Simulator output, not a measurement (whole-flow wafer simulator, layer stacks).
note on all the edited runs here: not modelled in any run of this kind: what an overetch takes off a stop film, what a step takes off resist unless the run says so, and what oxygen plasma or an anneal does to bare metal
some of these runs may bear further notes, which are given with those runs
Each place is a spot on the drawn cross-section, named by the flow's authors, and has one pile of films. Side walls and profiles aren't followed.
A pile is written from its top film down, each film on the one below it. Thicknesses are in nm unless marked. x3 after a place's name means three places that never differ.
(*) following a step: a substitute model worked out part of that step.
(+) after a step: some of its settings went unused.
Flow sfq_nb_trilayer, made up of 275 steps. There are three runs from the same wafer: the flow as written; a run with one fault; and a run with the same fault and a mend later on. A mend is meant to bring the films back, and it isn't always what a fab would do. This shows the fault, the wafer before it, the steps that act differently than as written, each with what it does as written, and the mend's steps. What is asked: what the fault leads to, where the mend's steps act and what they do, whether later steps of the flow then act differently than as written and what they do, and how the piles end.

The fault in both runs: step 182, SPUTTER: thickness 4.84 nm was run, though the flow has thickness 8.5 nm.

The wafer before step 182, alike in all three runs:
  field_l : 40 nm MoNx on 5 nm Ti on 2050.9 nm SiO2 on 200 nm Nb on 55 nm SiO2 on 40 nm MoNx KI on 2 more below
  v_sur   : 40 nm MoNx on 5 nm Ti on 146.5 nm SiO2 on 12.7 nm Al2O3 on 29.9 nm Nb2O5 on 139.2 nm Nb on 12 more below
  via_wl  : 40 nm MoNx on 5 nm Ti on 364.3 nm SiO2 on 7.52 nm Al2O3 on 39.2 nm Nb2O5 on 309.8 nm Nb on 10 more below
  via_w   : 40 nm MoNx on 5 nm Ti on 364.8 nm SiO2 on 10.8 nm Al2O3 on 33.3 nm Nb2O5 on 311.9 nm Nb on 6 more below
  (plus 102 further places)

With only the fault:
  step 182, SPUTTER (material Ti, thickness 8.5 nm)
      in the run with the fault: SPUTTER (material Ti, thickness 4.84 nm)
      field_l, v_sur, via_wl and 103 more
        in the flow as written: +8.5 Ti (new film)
        in the run with the fault: +4.84 Ti (new film)
  Steps later in the flow that act otherwise than as written (not shown: 12 more steps that differ only slightly, by at most 2% or 0.5 nm, whichever is larger):
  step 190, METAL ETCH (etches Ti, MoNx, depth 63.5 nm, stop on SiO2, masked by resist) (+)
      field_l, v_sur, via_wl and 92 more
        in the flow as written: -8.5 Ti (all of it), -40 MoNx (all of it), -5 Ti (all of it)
        in the run with the fault: -4.84 Ti (all of it), -40 MoNx (all of it), -5 Ti (all of it)
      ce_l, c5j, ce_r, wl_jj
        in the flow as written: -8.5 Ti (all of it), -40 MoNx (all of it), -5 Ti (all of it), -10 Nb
        in the run with the fault: -4.84 Ti (all of it), -40 MoNx (all of it), -5 Ti (all of it), -13.7 Nb
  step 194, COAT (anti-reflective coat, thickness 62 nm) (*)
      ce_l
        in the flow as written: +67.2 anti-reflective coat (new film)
        in the run with the fault: +68.8 anti-reflective coat (new film)
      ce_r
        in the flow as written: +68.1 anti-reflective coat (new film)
        in the run with the fault: +69.6 anti-reflective coat (new film)
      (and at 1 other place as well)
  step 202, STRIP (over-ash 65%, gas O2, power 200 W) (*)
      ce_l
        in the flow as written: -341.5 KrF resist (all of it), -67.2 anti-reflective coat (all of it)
        in the run with the fault: -342.5 KrF resist (all of it), -68.8 anti-reflective coat (all of it)
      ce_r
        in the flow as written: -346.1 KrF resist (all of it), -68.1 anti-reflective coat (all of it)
        in the run with the fault: -346.7 KrF resist (all of it), -69.6 anti-reflective coat (all of it)
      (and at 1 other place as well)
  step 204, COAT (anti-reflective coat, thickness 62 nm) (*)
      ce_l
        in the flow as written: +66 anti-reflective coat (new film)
        in the run with the fault: +67.6 anti-reflective coat (new film)
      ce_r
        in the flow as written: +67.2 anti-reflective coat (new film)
        in the run with the fault: +68.7 anti-reflective coat (new film)
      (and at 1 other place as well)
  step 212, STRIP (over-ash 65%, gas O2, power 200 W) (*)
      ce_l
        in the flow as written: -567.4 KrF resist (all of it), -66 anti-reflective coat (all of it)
        in the run with the fault: -568.1 KrF resist (all of it), -67.6 anti-reflective coat (all of it)
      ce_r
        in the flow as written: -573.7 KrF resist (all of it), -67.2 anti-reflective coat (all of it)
        in the run with the fault: -574.1 KrF resist (all of it), -68.7 anti-reflective coat (all of it)
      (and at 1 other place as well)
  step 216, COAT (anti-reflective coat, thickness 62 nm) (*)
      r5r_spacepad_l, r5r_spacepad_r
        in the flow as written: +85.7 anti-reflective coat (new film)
        in the run with the fault: +83.9 anti-reflective coat (new film)
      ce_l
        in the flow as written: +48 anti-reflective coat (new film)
        in the run with the fault: +49.1 anti-reflective coat (new film)
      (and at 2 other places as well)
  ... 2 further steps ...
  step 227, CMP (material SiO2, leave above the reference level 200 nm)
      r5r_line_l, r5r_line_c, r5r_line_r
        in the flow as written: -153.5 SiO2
        in the run with the fault: -149.8 SiO2
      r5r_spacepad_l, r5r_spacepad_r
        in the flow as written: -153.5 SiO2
        in the run with the fault: -147.3 SiO2
  The piles end different from the flow's at ce_l, ce_r, be_r and 7 more by more than 2% or 0.5 nm, whichever is larger.
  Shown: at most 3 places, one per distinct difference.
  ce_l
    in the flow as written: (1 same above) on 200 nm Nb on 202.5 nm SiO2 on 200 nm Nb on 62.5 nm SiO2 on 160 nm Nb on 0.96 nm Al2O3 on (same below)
    in the run with the fault: (1 same above) on 200 nm Nb on 206.2 nm SiO2 on 200 nm Nb on 62.5 nm SiO2 on 156.3 nm Nb on 0.96 nm Al2O3 on (same below)
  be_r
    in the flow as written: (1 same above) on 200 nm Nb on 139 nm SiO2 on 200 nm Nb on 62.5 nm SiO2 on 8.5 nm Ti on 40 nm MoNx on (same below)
    in the run with the fault: (1 same above) on 200 nm Nb on 142.7 nm SiO2 on 200 nm Nb on 62.5 nm SiO2 on 4.84 nm Ti on 40 nm MoNx on (same below)
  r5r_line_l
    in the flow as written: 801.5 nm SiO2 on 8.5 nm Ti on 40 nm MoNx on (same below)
    in the run with the fault: 805.2 nm SiO2 on 4.84 nm Ti on 40 nm MoNx on (same below)

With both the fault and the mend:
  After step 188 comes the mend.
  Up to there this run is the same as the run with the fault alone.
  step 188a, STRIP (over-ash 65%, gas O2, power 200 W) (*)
      field_l, v_sur, via_wl and 96 more
        -62 anti-reflective coat (all of it)
      be_r, r_sur, res, r_end, r5r_line_l, r5r_line_c, r5r_line_r
        -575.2 KrF resist (all of it), -62 anti-reflective coat (all of it)
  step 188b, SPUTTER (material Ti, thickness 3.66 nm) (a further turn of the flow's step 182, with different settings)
      field_l, v_sur, via_wl and 103 more
        +3.66 Ti
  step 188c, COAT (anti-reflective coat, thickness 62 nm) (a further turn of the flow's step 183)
      field_l, v_sur, via_wl and 103 more
        +62 anti-reflective coat (new film)
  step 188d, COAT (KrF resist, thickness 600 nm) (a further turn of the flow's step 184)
      field_l, v_sur, via_wl and 103 more
        +600 KrF resist (new film)
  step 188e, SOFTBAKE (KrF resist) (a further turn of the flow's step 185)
      alters no film at any place that is followed
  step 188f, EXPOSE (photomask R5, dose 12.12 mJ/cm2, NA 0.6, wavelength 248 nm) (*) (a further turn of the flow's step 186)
      alters no film at any place that is followed
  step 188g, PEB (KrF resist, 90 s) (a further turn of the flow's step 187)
      field_l, v_sur, via_wl and 103 more
        -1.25 KrF resist
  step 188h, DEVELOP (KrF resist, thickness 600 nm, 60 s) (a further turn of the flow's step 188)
      field_l, v_sur, via_wl and 96 more
        -598.7 KrF resist (all of it)
      be_r, r_sur, res, r_end, r5r_line_l, r5r_line_c, r5r_line_r
        -23.5 KrF resist
  None of the later steps of the flow acts differently than as written at any place that is followed.
  At every place that both follow, the piles at the end match the flow's.
